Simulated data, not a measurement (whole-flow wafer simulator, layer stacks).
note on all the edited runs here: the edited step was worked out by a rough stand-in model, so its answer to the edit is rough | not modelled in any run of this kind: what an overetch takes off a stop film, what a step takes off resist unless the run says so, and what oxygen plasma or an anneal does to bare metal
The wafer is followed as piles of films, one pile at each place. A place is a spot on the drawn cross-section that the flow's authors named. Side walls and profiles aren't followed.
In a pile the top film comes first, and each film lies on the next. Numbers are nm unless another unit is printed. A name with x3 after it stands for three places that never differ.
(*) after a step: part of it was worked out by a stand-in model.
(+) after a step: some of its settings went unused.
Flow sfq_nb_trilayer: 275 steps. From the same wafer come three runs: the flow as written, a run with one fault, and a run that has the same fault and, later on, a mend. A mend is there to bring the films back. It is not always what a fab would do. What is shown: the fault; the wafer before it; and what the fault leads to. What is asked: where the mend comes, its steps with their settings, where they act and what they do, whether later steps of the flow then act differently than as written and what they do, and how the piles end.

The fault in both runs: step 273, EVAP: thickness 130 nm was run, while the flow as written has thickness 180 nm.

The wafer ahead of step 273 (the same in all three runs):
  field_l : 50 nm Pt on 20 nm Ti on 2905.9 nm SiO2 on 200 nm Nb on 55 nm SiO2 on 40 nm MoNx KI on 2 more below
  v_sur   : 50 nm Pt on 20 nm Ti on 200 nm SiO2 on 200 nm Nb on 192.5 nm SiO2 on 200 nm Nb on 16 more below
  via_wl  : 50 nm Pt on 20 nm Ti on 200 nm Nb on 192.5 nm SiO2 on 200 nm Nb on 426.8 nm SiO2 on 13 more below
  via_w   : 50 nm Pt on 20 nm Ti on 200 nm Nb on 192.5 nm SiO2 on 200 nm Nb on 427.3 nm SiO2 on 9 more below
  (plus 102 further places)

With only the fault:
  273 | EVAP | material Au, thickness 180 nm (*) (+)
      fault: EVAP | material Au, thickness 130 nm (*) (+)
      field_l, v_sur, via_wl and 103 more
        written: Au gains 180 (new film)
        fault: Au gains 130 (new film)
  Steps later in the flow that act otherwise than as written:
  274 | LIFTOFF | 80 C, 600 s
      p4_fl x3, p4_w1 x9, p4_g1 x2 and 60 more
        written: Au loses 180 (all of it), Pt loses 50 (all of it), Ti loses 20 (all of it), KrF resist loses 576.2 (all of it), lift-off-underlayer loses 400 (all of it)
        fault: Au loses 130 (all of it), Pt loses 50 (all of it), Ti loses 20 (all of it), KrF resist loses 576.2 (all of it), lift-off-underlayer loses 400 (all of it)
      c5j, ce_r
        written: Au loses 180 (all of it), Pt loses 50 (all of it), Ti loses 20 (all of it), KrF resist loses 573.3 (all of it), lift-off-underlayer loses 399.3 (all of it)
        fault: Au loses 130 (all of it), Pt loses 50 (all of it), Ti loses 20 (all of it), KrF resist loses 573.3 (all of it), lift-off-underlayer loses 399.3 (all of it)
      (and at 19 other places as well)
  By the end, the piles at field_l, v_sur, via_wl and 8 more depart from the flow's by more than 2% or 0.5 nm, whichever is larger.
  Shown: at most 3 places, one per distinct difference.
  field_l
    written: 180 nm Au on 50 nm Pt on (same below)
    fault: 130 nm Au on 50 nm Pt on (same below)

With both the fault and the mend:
  The mend stands after step 273.
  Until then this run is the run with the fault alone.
  273a | EVAP | material Au, thickness 50 nm (*) (+) (a further turn of the flow's step 273, with different settings)
      field_l, v_sur, via_wl and 103 more
        Au gains 50
  None of the later steps of the flow acts differently than as written at any place that is followed.
  At every place that both follow, the piles at the end match the flow's.
